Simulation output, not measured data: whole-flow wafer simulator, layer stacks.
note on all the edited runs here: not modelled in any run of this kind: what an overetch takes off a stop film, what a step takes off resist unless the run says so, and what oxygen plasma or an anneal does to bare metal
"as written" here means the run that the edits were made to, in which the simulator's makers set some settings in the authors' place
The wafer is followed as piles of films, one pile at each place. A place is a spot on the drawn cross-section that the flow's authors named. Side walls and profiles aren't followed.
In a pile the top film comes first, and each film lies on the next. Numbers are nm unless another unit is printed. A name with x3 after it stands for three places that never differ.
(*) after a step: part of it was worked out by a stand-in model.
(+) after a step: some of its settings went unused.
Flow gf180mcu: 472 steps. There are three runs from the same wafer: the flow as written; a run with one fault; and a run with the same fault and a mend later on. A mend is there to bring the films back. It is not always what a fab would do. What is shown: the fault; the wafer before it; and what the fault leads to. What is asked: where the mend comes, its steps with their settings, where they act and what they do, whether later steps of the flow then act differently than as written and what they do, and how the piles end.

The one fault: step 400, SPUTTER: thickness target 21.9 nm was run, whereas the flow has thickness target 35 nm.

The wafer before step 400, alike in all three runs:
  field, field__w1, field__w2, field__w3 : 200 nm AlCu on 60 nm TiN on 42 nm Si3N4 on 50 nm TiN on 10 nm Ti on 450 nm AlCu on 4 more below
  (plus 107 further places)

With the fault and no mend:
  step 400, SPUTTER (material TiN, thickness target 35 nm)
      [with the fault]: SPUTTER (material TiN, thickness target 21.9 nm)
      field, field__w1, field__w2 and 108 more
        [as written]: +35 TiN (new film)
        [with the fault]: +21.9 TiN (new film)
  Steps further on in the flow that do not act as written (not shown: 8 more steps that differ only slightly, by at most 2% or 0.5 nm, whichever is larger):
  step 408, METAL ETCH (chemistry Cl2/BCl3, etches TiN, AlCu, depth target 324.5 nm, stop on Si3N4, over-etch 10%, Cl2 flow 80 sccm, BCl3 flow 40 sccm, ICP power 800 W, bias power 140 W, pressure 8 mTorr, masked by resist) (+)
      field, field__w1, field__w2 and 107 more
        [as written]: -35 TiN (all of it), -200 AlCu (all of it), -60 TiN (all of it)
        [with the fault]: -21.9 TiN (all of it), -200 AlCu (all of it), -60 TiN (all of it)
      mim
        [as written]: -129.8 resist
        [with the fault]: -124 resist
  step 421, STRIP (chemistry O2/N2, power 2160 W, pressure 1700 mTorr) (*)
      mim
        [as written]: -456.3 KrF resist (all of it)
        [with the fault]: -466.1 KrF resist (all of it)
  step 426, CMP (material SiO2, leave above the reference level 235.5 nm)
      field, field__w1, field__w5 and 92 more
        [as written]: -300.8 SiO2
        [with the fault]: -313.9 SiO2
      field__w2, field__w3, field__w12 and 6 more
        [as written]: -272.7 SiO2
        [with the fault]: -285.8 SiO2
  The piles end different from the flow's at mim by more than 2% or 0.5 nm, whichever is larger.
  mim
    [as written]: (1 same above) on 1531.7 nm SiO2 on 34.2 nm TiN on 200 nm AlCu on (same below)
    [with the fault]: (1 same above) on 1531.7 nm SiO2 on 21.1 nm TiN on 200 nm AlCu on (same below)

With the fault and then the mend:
  The mend stands after step 400.
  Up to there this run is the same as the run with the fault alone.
  step 400a, SPUTTER (material TiN, thickness target 13.1 nm) (a further turn of the flow's step 400, with different settings)
      field, field__w1, field__w2 and 108 more
        +13.1 TiN
  Every later step of the flow that is run acts as written at every place that is followed.
  At every place that both follow, the piles at the end match the flow's.
